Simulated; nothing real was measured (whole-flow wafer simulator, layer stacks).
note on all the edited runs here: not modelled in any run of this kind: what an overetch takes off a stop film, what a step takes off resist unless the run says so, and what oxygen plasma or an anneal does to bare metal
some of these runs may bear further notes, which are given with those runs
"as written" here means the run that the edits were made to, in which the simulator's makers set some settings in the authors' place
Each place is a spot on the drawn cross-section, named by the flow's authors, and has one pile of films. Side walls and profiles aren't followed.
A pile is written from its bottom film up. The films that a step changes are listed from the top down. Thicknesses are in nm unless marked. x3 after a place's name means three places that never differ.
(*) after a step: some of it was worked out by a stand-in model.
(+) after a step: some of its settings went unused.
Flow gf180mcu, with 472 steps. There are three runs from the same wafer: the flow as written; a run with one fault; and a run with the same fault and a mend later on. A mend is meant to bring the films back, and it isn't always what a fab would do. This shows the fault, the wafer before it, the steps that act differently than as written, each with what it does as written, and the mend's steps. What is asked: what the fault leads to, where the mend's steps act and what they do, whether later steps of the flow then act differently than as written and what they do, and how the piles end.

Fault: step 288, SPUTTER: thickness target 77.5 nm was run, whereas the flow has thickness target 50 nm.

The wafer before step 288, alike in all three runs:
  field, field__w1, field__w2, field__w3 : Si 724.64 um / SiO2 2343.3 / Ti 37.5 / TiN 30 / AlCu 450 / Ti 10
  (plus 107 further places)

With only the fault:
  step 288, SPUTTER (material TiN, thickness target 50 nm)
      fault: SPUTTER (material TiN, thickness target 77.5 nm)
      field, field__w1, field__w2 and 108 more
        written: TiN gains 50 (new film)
        fault: TiN gains 77.5 (new film)
  Steps later in the flow that act otherwise than as written (not shown: 3 more steps that differ only slightly, by at most 2% or 0.5 nm, whichever is larger):
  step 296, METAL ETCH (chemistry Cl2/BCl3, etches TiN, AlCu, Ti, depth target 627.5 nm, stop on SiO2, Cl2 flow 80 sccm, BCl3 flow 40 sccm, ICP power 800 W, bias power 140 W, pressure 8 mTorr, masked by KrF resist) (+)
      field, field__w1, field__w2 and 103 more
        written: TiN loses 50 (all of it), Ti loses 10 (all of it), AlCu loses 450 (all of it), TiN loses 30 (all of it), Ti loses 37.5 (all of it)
        fault: TiN loses 77.5 (all of it), Ti loses 10 (all of it), AlCu loses 450 (all of it), TiN loses 30 (all of it), Ti loses 37.5 (all of it)
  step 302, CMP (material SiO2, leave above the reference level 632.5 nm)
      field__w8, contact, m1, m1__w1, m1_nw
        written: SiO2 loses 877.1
        fault: SiO2 loses 904.6
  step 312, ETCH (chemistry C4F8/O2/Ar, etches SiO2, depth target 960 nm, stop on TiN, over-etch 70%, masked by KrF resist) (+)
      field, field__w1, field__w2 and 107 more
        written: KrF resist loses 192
        fault: KrF resist loses 185.3
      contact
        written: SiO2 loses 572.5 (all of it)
        fault: SiO2 loses 545 (all of it)
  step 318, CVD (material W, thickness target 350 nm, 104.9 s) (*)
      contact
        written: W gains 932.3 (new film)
        fault: W gains 904.5 (new film)
  By the end, the piles at field__w8, contact, m1, m1__w1, m1_nw depart from the flow's by more than 2% or 0.5 nm, whichever is larger.
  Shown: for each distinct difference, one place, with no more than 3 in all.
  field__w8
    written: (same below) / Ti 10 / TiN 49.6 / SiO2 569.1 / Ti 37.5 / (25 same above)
    fault: (same below) / Ti 10 / TiN 77.1 / SiO2 541.6 / Ti 37.5 / (25 same above)
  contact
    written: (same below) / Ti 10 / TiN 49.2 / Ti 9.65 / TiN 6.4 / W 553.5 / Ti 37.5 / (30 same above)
    fault: (same below) / Ti 10 / TiN 76.7 / Ti 9.81 / TiN 6.51 / W 525.7 / Ti 37.5 / (30 same above)

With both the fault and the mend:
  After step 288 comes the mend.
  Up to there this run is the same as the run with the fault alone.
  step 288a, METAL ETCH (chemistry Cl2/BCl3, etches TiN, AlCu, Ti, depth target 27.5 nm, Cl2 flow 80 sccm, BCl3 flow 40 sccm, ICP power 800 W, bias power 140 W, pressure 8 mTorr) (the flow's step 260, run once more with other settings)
      field, field__w1, field__w2 and 108 more
        TiN loses 27.5
  Every later step of the flow that is run acts as written at every place that is followed.
  At every place that both follow, the piles at the end match the flow's.
